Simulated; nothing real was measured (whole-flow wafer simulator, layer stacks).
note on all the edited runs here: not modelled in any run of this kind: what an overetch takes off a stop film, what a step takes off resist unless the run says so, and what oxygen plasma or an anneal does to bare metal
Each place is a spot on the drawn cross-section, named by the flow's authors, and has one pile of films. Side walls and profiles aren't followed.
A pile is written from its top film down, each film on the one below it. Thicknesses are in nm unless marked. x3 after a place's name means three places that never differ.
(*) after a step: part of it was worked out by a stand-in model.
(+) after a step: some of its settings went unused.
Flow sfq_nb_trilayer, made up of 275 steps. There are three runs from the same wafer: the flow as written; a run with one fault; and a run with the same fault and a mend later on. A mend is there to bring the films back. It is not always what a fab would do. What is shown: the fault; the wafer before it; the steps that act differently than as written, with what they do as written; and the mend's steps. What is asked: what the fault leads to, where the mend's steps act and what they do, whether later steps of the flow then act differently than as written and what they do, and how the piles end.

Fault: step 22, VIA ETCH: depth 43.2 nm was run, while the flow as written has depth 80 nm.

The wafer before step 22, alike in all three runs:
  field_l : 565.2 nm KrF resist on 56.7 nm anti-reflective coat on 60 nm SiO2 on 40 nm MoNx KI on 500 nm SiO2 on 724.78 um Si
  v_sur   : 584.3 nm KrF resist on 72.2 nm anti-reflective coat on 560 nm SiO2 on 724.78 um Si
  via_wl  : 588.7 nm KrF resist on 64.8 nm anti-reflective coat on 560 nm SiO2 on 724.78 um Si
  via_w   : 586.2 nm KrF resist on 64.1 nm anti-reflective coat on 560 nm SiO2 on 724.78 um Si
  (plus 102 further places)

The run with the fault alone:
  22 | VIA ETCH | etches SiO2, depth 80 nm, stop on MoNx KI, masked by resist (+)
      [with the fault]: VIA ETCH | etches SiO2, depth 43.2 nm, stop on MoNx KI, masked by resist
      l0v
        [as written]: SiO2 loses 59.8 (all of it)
        [with the fault]: SiO2 loses 43.2
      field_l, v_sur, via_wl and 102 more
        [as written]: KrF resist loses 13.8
        [with the fault]: KrF resist loses 7.45
  Steps further on in the flow that do not act as written (4 more steps, not shown, differ only slightly: by at most 2% or 0.5 nm, whichever is larger):
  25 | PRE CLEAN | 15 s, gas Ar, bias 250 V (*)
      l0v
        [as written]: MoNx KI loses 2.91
        [with the fault]: SiO2 loses 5
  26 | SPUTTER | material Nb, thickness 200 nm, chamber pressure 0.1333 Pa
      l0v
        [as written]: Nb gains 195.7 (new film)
        [with the fault]: Nb gains 200 (new film)
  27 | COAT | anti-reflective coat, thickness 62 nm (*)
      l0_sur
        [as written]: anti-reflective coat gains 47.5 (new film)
        [with the fault]: anti-reflective coat gains 49.3 (new film)
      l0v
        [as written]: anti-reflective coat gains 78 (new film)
        [with the fault]: anti-reflective coat gains 73.1 (new film)
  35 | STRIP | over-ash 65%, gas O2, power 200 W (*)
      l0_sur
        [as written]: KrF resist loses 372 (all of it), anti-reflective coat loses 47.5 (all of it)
        [with the fault]: KrF resist loses 373 (all of it), anti-reflective coat loses 49.3 (all of it)
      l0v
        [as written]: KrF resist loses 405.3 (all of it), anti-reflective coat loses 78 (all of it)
        [with the fault]: KrF resist loses 395.2 (all of it), anti-reflective coat loses 73.1 (all of it)
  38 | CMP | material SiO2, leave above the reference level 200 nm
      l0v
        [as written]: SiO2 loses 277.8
        [with the fault]: SiO2 loses 296.6
  At l0v, the piles at the end differ from the flow's by more than 2% or 0.5 nm, whichever is larger.
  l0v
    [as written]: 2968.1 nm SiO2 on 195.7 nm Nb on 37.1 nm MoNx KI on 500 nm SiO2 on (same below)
    [with the fault]: 2949.2 nm SiO2 on 200 nm Nb on 11.6 nm SiO2 on 40 nm MoNx KI on 500 nm SiO2 on (same below)

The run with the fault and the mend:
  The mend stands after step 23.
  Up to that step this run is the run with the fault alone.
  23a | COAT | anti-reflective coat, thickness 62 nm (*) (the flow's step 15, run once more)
      p4_fl x3, p4_w1 x9, p4_g1 x2 and 59 more
        anti-reflective coat gains 62 (new film)
      jj_sur, ce_l, c5j, ce_r, sp_r, be_r, r_sur, res
        anti-reflective coat gains 63.6 (new film)
      be, be_sur, gap, r_end, moat, field_r, lsp_l
        anti-reflective coat gains 63.7 (new film)
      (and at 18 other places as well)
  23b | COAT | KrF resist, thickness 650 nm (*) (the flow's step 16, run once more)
      p4_fl x3, p4_w1 x9, p4_g1 x2 and 59 more
        KrF resist gains 650 (new film)
      jj_sur, ce_l, c5j, ce_r, sp_r, be_r, r_sur, res
        KrF resist gains 656.8 (new film)
      gap, r_end, moat
        KrF resist gains 656.9 (new film)
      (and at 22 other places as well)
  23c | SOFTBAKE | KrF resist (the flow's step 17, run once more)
      leaves every film unchanged at each place that is followed
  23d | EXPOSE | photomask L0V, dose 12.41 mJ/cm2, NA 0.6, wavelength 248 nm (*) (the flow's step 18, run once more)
      leaves every film unchanged at each place that is followed
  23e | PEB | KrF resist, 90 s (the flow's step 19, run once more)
      p4_fl x3, p4_w1 x9, p4_g1 x2 and 59 more
        KrF resist loses 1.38
      via_v, wire, be and 16 more
        KrF resist loses 1.39
      v_sur, via_w, via_wr, via_sp, ln_m6, lsp_r
        KrF resist loses 1.4
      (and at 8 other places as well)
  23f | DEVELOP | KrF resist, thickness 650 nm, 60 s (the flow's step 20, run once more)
      field_l, v_sur, via_wl and 102 more
        KrF resist loses 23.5
      l0v
        KrF resist loses 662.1 (all of it)
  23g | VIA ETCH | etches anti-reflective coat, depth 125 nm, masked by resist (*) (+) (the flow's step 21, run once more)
      field_l, v_sur, via_wl and 102 more
        KrF resist loses 60
      l0v
        anti-reflective coat loses 72 (all of it), SiO2 loses 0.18
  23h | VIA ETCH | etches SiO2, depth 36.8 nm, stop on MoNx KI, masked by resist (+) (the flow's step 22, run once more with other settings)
      field_l, v_sur, via_wl and 102 more
        KrF resist loses 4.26
      l0v
        SiO2 loses 16.5 (all of it)
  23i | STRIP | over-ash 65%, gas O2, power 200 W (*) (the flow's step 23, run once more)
      p4_fl x3, p4_w1 x9, p4_g1 x2 and 59 more
        KrF resist loses 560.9 (all of it), anti-reflective coat loses 62 (all of it)
      c5j, ce_r, sp_r, be_r, r_sur
        KrF resist loses 567.6 (all of it), anti-reflective coat loses 63.6 (all of it)
      be_sur, gap, moat
        KrF resist loses 567.8 (all of it), anti-reflective coat loses 63.7 (all of it)
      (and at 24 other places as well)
  None of the later steps of the flow acts differently than as written at any place that is followed.
  At every place that both follow, the piles at the end match the flow's.
